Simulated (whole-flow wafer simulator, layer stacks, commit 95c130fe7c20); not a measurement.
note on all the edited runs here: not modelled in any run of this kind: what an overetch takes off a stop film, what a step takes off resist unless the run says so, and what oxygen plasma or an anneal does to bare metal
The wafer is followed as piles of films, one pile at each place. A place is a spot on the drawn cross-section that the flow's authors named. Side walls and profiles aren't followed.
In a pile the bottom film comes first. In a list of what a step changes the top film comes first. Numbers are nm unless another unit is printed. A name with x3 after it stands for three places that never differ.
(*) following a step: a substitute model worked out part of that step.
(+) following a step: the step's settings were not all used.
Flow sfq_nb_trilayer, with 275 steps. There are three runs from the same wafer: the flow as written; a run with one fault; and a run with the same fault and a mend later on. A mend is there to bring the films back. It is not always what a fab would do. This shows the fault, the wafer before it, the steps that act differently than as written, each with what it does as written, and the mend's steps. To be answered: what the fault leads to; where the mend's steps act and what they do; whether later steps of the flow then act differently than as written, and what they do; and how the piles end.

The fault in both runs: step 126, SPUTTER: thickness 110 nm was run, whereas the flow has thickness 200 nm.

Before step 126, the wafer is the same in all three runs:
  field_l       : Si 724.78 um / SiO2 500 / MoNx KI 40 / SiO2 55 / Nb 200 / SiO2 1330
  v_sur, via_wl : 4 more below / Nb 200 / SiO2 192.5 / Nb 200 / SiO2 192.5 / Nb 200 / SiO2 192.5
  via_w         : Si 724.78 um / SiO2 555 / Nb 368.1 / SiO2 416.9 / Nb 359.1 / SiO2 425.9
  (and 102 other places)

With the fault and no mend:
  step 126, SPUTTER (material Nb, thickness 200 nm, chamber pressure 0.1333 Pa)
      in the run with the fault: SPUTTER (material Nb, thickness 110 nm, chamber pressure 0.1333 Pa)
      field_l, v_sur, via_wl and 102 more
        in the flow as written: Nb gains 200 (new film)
        in the run with the fault: Nb gains 110 (new film)
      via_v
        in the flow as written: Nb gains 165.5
        in the run with the fault: Nb gains 90.7
  Later steps of the flow acting differently than as written (4 more steps, not shown, differ only slightly: by at most 2% or 0.5 nm, whichever is larger):
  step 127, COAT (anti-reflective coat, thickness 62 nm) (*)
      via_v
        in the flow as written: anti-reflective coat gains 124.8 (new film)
        in the run with the fault: anti-reflective coat gains 120.2 (new film)
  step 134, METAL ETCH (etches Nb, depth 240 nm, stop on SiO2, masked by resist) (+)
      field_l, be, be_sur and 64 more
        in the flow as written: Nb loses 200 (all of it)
        in the run with the fault: Nb loses 110 (all of it)
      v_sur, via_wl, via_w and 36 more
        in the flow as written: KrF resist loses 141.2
        in the run with the fault: KrF resist loses 97.1
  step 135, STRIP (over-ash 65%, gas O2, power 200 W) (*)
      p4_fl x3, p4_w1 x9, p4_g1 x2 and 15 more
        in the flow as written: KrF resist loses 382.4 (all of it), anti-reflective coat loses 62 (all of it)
        in the run with the fault: KrF resist loses 426.5 (all of it), anti-reflective coat loses 62 (all of it)
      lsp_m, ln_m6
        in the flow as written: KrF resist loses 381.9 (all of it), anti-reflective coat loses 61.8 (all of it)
        in the run with the fault: KrF resist loses 426.1 (all of it), anti-reflective coat loses 61.8 (all of it)
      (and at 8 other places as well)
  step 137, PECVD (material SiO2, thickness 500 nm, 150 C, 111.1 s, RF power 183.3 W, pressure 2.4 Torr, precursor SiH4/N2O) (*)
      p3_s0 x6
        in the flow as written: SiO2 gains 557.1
        in the run with the fault: SiO2 gains 500
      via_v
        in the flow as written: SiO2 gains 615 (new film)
        in the run with the fault: SiO2 gains 590 (new film)
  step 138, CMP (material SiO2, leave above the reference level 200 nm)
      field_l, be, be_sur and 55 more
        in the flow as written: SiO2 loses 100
        in the run with the fault: SiO2 loses 190
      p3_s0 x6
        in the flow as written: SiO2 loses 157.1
        in the run with the fault: SiO2 loses 190
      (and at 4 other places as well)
  The piles end different from the flow's at field_l, v_sur, via_wl and 103 more by more than 2% or 0.5 nm, whichever is larger.
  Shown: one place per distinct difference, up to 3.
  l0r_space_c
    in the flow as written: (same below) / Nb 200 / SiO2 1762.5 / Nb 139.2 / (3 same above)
    in the run with the fault: (same below) / Nb 200 / SiO2 1672.5 / Nb 139.2 / (3 same above)
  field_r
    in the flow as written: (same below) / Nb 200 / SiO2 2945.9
    in the run with the fault: (same below) / Nb 200 / SiO2 2855.9
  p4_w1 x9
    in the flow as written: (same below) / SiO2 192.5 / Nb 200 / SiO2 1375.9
    in the run with the fault: (same below) / SiO2 192.5 / Nb 110 / SiO2 1375.9

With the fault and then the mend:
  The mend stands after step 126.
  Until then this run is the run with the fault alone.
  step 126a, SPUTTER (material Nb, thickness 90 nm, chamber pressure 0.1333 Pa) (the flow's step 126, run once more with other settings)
      field_l, v_sur, via_wl and 102 more
        Nb gains 90
      via_v
        Nb gains 73
  Later steps of the flow that are run all act as written at every place that is followed, up to a difference of at most 2% or 0.5 nm, whichever is larger.
  When the end is reached, the piles differ only a little from the flow's at the places that both follow, at most by 2% or 0.5 nm, whichever is larger.
